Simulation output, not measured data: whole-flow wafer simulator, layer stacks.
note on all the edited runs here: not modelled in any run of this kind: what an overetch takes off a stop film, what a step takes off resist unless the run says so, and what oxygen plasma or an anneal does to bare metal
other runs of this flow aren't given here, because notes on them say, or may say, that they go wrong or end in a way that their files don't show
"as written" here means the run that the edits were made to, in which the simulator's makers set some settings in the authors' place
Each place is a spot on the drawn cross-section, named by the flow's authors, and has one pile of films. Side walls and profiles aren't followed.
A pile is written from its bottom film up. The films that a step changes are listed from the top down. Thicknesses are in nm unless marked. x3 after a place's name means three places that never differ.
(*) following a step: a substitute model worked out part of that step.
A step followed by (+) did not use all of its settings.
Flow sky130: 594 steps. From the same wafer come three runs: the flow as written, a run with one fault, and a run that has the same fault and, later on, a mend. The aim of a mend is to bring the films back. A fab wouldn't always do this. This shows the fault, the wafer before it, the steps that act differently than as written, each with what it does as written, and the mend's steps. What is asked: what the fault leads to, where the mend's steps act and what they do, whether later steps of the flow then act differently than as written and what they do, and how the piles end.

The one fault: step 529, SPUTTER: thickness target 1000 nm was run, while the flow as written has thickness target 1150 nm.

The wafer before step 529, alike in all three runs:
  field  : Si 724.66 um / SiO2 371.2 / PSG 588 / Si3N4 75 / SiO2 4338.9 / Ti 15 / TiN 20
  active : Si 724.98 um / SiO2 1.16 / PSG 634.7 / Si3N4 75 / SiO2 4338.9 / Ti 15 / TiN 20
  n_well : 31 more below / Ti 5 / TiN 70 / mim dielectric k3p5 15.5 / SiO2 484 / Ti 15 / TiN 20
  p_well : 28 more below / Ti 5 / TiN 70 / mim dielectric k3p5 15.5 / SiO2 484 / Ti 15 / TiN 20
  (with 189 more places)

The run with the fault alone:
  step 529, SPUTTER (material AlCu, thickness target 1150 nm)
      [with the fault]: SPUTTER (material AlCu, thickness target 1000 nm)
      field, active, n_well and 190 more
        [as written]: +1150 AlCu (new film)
        [with the fault]: +1000 AlCu (new film)
  Later steps of the flow acting differently than as written (5 more steps, not shown, differ only slightly: by at most 2% or 0.5 nm, whichever is larger):
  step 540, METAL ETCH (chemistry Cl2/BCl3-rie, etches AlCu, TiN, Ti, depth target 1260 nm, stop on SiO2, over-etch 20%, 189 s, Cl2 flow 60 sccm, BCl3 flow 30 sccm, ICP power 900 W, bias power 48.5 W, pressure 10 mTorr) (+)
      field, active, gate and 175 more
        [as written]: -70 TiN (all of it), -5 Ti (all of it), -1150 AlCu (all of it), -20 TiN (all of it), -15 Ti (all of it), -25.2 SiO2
        [with the fault]: -70 TiN (all of it), -5 Ti (all of it), -1000 AlCu (all of it), -20 TiN (all of it), -15 Ti (all of it), -40.2 SiO2
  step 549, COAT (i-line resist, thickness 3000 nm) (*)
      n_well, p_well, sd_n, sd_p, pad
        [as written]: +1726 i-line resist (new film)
        [with the fault]: +1859.9 i-line resist (new film)
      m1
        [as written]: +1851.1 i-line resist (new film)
        [with the fault]: +1965.3 i-line resist (new film)
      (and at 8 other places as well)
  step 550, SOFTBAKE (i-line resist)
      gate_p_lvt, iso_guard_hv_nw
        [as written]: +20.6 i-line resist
        [with the fault]: +17.8 i-line resist
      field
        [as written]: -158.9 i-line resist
        [with the fault]: -145.2 i-line resist
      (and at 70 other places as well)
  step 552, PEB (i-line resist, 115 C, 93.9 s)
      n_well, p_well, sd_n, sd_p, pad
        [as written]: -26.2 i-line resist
        [with the fault]: -28.5 i-line resist
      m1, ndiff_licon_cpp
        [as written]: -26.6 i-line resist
        [with the fault]: -28.8 i-line resist
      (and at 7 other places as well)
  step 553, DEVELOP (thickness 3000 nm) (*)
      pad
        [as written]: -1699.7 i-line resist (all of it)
        [with the fault]: -1831.4 i-line resist (all of it)
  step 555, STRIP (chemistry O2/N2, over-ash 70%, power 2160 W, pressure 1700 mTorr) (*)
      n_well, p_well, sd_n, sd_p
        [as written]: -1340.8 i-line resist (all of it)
        [with the fault]: -1472.5 i-line resist (all of it)
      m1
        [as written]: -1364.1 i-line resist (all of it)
        [with the fault]: -1493 i-line resist (all of it)
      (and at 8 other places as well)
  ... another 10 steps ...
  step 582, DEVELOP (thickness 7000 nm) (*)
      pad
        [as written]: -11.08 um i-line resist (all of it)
        [with the fault]: -11.22 um i-line resist (all of it)
  At n_well, p_well, gate_hv and 102 more, the piles at the end differ from the flow's by more than 2% or 0.5 nm, whichever is larger.
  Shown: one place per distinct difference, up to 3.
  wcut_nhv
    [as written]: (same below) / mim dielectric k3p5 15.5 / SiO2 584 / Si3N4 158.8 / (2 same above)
    [with the fault]: (same below) / mim dielectric k3p5 15.5 / SiO2 569 / Si3N4 158.8 / (2 same above)
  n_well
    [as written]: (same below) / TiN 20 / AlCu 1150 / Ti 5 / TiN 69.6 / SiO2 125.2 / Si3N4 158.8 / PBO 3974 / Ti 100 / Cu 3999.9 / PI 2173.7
    [with the fault]: (same below) / TiN 20 / AlCu 1000 / Ti 5 / TiN 69.6 / SiO2 125.2 / Si3N4 158.8 / PBO 4081.8 / Ti 100 / Cu 3999.9 / PI 2191.3
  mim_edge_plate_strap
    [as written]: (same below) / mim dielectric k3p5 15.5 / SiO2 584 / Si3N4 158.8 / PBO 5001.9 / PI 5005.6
    [with the fault]: (same below) / mim dielectric k3p5 15.5 / SiO2 569 / Si3N4 158.8 / PBO 5001.6 / PI 5005.7

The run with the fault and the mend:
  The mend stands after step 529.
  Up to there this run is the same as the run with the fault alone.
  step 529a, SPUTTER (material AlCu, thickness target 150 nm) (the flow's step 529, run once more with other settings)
      field, active, n_well and 190 more
        +150 AlCu
  Later steps of the flow that are run all act as written at every place that is followed.
  At every place that both follow, the piles at the end match the flow's.
